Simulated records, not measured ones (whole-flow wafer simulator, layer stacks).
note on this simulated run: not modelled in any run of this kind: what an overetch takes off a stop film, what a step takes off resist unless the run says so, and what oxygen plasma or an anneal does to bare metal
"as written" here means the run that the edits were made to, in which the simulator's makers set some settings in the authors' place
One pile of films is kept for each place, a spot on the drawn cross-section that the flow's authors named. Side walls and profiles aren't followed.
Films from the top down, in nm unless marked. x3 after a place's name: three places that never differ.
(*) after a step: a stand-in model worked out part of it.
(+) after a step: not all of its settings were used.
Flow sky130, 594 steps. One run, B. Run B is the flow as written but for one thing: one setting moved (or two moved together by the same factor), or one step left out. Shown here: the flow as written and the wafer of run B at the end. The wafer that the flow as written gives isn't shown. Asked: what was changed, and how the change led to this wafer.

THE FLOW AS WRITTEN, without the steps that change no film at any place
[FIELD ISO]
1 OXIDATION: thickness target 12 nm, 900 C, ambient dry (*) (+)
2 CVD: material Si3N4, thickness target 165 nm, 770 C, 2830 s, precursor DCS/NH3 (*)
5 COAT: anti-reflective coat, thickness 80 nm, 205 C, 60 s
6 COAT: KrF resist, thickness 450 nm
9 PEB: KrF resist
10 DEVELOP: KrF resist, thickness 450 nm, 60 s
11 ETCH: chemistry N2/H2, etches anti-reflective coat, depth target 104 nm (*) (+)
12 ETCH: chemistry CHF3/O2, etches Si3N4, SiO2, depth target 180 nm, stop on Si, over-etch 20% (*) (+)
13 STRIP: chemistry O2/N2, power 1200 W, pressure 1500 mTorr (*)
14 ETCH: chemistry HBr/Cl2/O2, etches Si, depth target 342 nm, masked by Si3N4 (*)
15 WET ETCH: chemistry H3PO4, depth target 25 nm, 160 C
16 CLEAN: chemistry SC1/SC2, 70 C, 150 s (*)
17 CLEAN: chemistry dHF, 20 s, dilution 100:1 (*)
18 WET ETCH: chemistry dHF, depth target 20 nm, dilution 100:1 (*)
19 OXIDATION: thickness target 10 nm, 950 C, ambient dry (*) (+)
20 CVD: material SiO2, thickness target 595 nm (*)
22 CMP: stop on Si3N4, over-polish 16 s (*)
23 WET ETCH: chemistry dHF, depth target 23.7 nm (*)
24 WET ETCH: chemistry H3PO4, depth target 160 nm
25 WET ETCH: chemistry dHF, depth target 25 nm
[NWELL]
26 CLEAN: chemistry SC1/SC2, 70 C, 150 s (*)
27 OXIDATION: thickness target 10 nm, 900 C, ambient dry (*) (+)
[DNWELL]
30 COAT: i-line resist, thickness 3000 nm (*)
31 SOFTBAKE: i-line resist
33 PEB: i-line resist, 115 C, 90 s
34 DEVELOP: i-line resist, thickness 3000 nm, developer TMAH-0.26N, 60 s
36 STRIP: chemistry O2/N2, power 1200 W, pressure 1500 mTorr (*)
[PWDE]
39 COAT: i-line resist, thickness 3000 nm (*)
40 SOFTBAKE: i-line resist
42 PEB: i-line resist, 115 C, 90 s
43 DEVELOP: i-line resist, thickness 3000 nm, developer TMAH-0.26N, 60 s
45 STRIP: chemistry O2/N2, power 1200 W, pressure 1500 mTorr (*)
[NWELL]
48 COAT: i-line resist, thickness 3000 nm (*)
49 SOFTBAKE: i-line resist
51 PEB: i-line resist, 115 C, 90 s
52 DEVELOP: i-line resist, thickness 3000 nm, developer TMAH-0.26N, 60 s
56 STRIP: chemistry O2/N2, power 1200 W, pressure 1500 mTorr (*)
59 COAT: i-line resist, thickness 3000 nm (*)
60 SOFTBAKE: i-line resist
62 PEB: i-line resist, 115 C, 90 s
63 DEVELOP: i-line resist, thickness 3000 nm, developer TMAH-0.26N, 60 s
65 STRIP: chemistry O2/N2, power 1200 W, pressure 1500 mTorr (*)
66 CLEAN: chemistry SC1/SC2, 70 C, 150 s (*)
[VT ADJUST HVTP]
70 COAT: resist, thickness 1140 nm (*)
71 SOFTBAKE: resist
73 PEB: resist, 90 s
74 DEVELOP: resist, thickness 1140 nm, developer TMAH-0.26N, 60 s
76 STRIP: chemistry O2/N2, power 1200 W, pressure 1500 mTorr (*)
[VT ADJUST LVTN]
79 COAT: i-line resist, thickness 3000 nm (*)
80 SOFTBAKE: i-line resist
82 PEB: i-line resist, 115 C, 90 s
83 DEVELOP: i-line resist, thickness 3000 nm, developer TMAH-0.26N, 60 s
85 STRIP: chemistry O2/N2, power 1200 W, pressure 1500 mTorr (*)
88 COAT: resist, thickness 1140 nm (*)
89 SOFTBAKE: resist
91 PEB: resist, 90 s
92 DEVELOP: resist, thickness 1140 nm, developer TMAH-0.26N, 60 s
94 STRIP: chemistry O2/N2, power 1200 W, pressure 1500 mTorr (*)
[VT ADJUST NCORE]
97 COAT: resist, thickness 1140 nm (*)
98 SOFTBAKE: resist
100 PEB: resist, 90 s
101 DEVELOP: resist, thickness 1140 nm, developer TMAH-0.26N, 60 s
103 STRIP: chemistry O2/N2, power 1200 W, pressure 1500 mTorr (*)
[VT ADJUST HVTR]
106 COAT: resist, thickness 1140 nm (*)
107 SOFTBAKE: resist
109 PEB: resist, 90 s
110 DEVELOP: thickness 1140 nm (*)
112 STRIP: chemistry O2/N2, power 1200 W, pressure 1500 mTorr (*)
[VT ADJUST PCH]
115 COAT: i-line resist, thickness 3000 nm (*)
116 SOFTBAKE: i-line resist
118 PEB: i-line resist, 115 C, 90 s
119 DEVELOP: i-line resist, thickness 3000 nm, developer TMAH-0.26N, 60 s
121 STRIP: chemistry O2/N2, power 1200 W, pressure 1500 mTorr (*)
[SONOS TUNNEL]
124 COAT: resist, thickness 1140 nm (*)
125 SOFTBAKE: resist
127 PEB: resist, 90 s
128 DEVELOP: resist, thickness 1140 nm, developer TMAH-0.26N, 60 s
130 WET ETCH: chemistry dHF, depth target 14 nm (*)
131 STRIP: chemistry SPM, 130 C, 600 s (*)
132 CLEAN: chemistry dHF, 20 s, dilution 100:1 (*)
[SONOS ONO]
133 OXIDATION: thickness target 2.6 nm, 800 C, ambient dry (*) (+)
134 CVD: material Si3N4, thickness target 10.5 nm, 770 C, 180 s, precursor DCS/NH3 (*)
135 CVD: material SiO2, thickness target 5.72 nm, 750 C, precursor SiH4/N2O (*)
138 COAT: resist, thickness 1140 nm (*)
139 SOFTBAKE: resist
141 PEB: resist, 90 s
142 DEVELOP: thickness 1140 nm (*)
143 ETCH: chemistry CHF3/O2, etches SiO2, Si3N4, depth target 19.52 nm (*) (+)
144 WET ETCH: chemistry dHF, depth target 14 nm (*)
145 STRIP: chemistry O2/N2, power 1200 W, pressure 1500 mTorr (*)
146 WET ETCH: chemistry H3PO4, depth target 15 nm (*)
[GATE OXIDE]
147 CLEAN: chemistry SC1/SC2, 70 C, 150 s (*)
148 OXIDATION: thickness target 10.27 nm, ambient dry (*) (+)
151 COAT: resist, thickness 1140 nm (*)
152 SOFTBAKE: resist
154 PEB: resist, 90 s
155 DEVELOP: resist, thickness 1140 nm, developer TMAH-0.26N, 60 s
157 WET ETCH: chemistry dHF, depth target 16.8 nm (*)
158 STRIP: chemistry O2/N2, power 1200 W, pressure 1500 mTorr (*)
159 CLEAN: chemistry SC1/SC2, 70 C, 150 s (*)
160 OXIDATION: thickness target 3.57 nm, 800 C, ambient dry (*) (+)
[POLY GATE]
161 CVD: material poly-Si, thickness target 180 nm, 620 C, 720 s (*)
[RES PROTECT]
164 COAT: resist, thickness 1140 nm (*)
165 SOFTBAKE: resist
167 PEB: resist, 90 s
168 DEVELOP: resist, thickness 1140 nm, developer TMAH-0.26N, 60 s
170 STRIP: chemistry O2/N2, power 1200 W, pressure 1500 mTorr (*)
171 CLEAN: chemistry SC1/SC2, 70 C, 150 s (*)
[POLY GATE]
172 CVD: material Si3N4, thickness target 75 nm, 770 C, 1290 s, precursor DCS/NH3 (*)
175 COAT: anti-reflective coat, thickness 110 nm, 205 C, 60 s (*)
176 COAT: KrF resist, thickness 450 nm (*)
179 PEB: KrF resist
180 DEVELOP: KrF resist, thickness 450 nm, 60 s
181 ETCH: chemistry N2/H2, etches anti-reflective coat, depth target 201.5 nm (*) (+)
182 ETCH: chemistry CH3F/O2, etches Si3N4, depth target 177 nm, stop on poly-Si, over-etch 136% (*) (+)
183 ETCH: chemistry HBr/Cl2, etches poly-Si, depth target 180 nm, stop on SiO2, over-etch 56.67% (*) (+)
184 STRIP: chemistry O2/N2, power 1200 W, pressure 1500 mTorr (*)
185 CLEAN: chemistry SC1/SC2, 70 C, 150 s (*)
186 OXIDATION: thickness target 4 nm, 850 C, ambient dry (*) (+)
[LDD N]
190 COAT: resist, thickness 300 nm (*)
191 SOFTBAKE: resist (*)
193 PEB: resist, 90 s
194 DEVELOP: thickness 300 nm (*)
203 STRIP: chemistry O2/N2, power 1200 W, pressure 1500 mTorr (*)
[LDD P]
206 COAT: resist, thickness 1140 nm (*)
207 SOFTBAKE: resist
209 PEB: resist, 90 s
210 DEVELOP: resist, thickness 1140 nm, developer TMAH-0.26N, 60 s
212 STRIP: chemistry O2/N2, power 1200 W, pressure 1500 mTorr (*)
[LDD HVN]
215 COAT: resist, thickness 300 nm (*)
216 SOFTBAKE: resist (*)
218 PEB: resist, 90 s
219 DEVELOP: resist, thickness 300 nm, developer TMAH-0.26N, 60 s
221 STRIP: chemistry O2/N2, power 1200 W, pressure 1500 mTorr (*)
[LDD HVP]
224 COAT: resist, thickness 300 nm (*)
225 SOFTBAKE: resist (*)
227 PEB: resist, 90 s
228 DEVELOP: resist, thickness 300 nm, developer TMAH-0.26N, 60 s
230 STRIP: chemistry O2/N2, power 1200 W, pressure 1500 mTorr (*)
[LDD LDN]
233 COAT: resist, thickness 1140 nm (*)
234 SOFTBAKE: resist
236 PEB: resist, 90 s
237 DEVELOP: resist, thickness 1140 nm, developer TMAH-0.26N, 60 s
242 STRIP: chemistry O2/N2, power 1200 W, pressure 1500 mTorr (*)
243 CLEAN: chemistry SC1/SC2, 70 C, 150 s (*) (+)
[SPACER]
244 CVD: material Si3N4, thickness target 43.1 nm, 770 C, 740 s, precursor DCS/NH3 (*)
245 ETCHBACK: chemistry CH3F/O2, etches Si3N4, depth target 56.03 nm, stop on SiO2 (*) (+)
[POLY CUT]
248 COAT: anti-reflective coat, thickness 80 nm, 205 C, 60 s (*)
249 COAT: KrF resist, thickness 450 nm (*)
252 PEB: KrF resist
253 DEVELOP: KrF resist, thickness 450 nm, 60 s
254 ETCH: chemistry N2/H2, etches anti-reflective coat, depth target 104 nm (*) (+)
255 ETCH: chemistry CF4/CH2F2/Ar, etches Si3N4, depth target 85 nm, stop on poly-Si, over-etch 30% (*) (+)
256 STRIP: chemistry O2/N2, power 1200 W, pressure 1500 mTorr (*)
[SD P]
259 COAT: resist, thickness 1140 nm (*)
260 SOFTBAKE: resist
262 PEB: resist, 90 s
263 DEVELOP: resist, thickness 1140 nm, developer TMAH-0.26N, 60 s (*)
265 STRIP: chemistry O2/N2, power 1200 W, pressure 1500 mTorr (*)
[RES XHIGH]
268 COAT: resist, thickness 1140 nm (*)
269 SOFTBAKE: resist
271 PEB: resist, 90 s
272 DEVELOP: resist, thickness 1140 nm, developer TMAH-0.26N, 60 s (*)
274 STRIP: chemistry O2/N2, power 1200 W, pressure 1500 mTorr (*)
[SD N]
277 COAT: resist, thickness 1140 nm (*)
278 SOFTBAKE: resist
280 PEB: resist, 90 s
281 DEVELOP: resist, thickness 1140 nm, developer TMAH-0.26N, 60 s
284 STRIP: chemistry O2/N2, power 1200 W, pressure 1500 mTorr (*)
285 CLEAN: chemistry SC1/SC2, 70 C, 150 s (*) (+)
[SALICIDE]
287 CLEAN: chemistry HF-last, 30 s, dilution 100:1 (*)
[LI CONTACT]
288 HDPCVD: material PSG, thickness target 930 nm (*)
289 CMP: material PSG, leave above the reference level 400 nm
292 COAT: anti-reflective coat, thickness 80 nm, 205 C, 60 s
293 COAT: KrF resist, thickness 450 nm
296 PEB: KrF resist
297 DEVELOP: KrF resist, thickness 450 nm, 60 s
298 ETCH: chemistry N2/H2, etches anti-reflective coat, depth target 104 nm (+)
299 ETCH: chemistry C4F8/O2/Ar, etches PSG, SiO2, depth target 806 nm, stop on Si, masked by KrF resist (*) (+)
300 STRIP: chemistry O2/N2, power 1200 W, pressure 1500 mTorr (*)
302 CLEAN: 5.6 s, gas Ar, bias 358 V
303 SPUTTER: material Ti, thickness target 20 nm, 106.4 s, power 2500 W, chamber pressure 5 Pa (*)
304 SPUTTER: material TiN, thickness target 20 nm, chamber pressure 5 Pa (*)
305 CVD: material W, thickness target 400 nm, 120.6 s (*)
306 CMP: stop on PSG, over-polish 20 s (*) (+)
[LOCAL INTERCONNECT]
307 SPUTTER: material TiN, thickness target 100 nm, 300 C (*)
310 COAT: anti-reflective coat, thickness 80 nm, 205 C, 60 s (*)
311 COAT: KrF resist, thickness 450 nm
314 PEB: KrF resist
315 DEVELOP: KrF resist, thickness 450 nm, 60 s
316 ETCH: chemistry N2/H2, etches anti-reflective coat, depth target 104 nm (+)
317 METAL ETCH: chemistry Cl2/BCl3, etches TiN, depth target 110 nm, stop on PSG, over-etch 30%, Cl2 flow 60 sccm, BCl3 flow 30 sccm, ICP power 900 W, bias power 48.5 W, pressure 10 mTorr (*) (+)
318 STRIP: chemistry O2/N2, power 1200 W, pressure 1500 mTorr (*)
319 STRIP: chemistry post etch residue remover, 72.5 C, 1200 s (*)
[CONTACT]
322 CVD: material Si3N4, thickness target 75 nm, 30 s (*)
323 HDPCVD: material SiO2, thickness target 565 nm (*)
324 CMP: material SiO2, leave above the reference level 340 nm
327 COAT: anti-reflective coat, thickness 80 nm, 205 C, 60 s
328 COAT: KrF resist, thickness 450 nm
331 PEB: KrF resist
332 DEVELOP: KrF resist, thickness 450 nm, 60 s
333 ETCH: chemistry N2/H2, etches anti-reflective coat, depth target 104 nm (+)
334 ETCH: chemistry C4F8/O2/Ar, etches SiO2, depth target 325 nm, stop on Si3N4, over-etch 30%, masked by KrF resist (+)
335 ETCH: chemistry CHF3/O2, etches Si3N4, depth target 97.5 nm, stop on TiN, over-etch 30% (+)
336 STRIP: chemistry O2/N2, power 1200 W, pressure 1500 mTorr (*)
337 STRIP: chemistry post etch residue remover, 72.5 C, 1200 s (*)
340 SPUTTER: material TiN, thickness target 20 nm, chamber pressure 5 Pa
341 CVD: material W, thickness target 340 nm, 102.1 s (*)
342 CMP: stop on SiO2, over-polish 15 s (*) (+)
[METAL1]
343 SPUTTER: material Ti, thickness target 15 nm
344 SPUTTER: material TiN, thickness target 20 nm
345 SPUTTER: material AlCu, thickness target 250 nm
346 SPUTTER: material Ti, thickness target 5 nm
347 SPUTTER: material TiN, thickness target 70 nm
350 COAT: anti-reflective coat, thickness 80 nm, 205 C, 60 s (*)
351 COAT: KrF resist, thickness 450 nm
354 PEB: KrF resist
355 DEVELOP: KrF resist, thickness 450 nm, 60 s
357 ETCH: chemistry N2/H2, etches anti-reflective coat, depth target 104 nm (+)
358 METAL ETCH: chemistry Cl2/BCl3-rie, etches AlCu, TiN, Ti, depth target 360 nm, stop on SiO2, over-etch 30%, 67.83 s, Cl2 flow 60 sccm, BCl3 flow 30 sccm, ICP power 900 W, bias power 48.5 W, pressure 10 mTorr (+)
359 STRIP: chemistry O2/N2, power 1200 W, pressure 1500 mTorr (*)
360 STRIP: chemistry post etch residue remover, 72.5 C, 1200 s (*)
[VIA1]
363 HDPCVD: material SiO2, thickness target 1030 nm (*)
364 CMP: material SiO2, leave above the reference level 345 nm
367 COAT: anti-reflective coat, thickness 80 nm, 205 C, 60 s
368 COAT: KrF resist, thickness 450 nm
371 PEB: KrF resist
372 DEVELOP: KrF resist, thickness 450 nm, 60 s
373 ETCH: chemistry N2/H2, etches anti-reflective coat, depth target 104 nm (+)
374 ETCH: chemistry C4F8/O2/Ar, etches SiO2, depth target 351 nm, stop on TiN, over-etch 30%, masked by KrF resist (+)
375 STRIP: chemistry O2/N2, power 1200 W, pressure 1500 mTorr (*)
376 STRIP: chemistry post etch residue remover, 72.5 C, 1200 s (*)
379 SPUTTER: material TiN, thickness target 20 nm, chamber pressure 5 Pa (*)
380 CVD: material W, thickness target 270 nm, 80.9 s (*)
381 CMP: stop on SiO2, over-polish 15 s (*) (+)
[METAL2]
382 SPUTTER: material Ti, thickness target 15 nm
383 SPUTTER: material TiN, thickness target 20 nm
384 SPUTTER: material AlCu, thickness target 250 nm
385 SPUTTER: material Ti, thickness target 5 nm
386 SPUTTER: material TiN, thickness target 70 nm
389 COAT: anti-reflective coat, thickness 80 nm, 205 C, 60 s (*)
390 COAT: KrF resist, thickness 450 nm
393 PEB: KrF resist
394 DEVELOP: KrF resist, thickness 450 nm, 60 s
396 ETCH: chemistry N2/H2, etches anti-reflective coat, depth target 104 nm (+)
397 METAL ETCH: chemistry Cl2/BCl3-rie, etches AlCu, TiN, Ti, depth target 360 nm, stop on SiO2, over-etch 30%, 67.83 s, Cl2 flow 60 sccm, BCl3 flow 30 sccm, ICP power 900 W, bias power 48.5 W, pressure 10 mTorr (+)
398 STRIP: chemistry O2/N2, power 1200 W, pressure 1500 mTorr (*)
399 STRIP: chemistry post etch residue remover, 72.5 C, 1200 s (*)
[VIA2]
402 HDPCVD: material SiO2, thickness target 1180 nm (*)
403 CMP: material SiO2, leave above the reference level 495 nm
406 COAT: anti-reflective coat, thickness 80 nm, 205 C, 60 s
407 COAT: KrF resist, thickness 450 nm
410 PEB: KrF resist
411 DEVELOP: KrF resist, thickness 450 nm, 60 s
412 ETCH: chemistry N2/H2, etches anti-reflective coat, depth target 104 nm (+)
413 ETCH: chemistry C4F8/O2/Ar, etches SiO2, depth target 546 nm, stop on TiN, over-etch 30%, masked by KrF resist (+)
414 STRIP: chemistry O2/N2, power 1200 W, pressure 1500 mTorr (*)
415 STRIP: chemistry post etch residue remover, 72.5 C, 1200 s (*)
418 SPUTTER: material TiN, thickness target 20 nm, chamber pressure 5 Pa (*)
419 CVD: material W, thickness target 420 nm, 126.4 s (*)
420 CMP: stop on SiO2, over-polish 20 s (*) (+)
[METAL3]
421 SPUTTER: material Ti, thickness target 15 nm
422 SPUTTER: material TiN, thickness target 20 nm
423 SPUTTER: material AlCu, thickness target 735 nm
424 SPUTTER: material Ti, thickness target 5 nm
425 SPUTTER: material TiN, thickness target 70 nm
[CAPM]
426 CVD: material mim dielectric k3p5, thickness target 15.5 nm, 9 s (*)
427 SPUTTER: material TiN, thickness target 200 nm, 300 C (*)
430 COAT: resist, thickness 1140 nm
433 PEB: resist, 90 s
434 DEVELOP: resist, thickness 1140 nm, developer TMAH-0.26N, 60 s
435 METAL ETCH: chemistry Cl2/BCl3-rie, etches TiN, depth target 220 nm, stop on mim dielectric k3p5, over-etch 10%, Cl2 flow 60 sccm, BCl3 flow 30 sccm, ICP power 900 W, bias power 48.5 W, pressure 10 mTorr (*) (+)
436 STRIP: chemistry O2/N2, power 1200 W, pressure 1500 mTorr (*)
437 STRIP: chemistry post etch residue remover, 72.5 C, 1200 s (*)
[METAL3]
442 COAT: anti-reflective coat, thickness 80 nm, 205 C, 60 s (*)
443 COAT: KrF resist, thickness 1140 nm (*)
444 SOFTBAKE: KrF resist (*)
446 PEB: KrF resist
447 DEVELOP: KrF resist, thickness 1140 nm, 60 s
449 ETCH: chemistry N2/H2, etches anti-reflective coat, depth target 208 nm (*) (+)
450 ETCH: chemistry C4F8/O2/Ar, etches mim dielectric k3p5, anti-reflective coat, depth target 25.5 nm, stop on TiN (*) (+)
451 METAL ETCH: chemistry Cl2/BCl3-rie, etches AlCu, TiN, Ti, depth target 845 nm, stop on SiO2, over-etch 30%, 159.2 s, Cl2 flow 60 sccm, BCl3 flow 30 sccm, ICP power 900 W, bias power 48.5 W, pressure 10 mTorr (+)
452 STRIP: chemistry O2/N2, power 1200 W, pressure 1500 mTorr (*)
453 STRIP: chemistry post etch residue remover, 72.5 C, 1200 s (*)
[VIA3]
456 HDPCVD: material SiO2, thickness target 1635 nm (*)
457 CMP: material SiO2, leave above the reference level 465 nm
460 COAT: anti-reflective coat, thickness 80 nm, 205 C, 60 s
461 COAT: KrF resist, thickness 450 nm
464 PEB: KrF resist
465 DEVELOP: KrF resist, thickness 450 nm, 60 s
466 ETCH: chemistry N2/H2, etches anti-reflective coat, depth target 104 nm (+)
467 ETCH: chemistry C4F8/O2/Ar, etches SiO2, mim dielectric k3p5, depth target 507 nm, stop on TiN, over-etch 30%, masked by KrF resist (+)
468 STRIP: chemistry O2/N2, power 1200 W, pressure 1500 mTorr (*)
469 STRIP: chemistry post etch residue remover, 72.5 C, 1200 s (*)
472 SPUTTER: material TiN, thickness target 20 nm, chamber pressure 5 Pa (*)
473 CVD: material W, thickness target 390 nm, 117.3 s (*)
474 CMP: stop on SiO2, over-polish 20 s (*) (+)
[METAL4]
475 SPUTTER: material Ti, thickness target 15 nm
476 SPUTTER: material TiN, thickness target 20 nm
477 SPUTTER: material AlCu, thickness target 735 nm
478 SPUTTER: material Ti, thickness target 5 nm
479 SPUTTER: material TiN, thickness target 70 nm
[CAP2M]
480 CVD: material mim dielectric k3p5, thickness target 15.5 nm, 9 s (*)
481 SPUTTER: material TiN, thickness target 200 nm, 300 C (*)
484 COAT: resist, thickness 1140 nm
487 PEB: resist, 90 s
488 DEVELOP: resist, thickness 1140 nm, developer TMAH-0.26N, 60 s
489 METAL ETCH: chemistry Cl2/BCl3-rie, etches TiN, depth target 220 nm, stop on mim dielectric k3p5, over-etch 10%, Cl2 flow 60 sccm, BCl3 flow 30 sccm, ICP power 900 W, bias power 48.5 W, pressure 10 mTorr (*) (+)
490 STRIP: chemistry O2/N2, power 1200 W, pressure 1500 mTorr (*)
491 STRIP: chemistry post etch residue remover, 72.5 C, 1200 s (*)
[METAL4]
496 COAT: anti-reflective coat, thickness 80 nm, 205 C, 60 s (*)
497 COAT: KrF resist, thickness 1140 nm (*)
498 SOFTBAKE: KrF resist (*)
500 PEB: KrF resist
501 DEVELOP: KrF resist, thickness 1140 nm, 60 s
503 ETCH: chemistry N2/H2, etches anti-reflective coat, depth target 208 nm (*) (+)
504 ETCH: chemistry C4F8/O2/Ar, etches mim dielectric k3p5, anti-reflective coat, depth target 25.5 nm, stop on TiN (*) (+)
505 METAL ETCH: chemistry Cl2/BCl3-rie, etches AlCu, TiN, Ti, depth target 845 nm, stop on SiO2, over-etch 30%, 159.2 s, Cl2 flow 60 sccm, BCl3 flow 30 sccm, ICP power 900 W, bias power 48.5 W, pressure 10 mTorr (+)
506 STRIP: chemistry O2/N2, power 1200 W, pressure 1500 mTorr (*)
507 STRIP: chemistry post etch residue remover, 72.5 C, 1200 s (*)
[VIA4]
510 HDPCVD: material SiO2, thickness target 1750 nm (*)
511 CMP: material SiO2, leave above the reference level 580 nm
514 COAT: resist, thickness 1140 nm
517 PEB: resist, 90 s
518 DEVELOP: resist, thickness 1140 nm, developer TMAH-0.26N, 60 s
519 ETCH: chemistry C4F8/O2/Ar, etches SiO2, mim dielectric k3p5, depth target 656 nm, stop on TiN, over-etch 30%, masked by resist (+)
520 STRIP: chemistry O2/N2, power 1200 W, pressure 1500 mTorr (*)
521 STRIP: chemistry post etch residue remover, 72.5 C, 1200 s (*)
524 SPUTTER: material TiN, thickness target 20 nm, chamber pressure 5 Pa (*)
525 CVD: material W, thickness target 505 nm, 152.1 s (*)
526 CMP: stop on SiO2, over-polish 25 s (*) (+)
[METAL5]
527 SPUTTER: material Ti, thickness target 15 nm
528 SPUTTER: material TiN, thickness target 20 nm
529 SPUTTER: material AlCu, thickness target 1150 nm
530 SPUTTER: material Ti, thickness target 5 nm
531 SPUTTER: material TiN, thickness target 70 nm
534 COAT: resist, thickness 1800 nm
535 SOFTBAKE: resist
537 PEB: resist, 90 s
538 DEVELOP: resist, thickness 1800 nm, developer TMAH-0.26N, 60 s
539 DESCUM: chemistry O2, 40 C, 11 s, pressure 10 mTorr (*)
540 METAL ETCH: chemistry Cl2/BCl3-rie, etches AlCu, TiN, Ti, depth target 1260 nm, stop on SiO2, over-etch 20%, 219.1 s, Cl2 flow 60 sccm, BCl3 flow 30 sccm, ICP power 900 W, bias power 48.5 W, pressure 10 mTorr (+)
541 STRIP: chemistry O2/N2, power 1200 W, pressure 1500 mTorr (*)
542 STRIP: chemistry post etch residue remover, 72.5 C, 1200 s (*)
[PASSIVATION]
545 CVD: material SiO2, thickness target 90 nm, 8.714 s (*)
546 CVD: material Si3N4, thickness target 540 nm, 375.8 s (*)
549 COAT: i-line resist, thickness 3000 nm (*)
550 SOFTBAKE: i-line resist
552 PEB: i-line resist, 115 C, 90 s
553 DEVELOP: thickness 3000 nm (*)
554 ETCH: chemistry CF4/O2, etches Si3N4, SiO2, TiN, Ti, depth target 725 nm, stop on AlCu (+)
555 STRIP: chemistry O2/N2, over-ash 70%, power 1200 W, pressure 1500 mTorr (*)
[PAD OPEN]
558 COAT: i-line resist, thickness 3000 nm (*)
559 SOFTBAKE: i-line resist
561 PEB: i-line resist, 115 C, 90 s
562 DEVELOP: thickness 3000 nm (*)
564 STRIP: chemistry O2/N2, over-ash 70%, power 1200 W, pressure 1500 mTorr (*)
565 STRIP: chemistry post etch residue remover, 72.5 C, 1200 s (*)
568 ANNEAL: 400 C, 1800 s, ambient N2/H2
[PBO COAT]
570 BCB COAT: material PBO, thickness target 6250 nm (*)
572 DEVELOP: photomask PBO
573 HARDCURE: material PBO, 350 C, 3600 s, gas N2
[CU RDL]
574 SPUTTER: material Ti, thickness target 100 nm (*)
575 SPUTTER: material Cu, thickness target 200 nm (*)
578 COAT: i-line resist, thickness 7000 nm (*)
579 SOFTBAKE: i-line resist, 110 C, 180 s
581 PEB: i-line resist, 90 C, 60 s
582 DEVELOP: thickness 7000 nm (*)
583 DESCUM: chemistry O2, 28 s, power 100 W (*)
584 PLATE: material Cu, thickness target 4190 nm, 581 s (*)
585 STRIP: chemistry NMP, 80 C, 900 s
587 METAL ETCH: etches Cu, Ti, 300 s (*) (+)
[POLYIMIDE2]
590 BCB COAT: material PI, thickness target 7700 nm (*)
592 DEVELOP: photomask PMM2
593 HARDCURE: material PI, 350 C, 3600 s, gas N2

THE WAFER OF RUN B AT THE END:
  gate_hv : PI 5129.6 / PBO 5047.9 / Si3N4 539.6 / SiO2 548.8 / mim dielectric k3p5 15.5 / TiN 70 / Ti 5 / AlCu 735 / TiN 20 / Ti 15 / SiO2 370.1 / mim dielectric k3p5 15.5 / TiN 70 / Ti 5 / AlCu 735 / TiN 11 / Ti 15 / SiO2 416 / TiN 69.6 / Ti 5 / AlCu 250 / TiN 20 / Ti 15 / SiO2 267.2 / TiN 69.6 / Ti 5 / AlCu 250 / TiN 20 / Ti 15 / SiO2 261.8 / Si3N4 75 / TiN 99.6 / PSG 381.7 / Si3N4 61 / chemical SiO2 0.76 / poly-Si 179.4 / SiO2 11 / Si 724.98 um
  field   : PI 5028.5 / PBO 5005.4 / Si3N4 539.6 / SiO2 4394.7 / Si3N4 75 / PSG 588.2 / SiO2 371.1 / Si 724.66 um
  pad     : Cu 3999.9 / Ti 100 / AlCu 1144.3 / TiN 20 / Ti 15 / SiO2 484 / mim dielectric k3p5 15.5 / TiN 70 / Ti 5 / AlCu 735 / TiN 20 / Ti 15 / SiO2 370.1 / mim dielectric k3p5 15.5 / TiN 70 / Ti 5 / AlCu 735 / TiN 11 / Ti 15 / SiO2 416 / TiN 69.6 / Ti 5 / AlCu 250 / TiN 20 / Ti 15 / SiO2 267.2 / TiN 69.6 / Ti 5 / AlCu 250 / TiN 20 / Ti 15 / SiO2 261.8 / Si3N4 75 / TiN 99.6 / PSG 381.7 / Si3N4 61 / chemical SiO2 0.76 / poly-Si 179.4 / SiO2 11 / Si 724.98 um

The cause: step 422, SPUTTER: thickness target 11 nm was run, where the flow has thickness target 20 nm.
It can be read off the wafer: gate_hv has TiN 11, and step 422 as written asks for 20 nm.

How the change led to this, step by step:
  422 SPUTTER: material TiN, thickness target 20 nm
      field, active, n_well and 188 more: TiN +11 (new film) (as written it would be: TiN +20 (new film))
  451 METAL ETCH: chemistry Cl2/BCl3-rie, etches AlCu, TiN, Ti, depth target 845 nm, stop on SiO2, over-etch 30%, 159.2 s, Cl2 flow 60 sccm, BCl3 flow 30 sccm, ICP power 900 W, bias power 48.5 W, pressure 10 mTorr (+)
      field, active, gate and 66 more: TiN -70 (all of it), Ti -5 (all of it), AlCu -735 (all of it), TiN -11 (all of it), Ti -15 (all of it), SiO2 -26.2 (as written it would be: TiN -70 (all of it), Ti -5 (all of it), AlCu -735 (all of it), TiN -20 (all of it), Ti -15 (all of it), SiO2 -25.4)
      vpp_ln, vpp_iso2, ndiff_ln and 10 more: TiN -70 (all of it), Ti -5 (all of it), AlCu -735 (all of it), TiN -11 (all of it), Ti -15 (all of it), SiO2 -26.2 (as written it would be: TiN -70 (all of it), Ti -5 (all of it), AlCu -735 (all of it), TiN -20 (all of it), Ti -15 (all of it), SiO2 -25.3)
      (and at 3 more places)
  457 CMP: material SiO2, leave above the reference level 465 nm
      field, active, gate and 82 more: SiO2 -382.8 (as written it would be: SiO2 -374.7)
